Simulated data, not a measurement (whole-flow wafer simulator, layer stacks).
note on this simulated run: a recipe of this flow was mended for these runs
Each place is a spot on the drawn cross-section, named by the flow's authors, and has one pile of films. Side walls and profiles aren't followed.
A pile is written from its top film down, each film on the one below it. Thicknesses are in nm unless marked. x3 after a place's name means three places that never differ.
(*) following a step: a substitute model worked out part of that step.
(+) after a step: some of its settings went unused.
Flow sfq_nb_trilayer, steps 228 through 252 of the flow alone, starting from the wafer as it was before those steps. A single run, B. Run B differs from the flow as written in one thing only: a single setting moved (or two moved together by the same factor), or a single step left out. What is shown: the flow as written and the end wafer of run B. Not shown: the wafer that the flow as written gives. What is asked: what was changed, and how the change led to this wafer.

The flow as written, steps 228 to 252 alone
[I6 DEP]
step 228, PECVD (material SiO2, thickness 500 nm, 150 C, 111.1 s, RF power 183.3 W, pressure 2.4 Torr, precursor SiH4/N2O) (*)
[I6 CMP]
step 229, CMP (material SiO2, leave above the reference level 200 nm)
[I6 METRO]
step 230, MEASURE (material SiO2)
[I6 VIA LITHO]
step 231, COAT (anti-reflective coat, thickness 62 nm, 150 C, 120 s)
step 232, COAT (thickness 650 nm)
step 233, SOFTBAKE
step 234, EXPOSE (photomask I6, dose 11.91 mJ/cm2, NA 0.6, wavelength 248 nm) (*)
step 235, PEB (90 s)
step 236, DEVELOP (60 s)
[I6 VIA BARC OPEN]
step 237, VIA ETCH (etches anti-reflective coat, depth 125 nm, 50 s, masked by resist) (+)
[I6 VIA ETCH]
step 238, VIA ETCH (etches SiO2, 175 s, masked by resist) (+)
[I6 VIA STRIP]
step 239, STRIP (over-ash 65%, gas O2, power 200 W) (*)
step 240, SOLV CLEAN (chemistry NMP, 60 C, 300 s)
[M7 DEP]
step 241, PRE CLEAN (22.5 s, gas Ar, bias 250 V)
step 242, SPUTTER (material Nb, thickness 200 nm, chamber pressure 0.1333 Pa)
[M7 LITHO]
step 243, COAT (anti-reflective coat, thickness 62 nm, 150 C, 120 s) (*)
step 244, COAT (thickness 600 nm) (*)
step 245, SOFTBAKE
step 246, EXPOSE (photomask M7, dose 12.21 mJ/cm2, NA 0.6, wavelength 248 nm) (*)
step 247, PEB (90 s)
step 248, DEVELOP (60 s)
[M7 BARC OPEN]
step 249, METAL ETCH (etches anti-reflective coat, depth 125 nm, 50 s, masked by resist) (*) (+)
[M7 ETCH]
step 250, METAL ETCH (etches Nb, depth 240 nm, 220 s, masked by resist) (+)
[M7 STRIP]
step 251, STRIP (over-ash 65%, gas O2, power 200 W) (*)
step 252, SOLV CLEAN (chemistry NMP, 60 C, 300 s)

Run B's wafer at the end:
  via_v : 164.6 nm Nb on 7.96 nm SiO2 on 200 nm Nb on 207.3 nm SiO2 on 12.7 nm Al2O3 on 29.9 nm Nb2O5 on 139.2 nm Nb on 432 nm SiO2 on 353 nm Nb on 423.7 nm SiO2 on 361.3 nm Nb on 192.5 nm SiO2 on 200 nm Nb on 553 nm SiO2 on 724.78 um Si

The reason: step 238, VIA ETCH: 124 s was run, whereas the flow has 175 s.

The path from the change to this, step by step:
  step 238, VIA ETCH (etches SiO2, 175 s, masked by resist) (+)
      via_v: -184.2 SiO2 (as written it would have been: -199.7 SiO2 (all of it), -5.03 Nb)
      field_l, v_sur, via_wl and 102 more: -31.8 KrF-resist-other-grade (as written it would have been: -44.8 KrF-resist-other-grade)
  step 239, STRIP (over-ash 65%, gas O2, power 200 W) (*)
      field_l, v_sur, via_wl and 102 more: -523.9 KrF-resist-other-grade (all of it), -62 anti-reflective coat (all of it) (as written it would have been: -510.8 KrF-resist-other-grade (all of it), -62 anti-reflective coat (all of it))
  step 241, PRE CLEAN (22.5 s, gas Ar, bias 250 V)
      via_v: -7.5 SiO2 (as written it would have been: -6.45 Nb)
  step 242, SPUTTER (material Nb, thickness 200 nm, chamber pressure 0.1333 Pa)
      via_v: +164.6 Nb (new film) (as written it would have been: +159.9 Nb)
  step 243, COAT (anti-reflective coat, thickness 62 nm, 150 C, 120 s) (*)
      via_wr: +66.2 anti-reflective coat (new film) (as written it would have been: +68.5 anti-reflective coat (new film))
      via_sp: +38.9 anti-reflective coat (new film) (as written it would have been: +41.7 anti-reflective coat (new film))
      (as well as at 3 more places)
  step 251, STRIP (over-ash 65%, gas O2, power 200 W) (*)
      via_wr: -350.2 KrF-resist-other-grade (all of it), -66.2 anti-reflective coat (all of it) (as written it would have been: -348.3 KrF-resist-other-grade (all of it), -68.5 anti-reflective coat (all of it))
      via_sp: -366.9 KrF-resist-other-grade (all of it), -38.9 anti-reflective coat (all of it) (as written it would have been: -364.2 KrF-resist-other-grade (all of it), -41.7 anti-reflective coat (all of it))
      (as well as at 3 more places)
If metal films that touch count as one body, via_v has 6 bodies (between them, from the top down: SiO2 7.96; SiO2 207.3 / Al2O3 12.7 / Nb2O5 29.9; SiO2 432; SiO2 423.7; SiO2 192.5); the flow as written gives 5 bodies (between them, from the top down: SiO2 207.3 / Al2O3 12.7 / Nb2O5 29.9; SiO2 432; SiO2 423.7; SiO2 192.5).
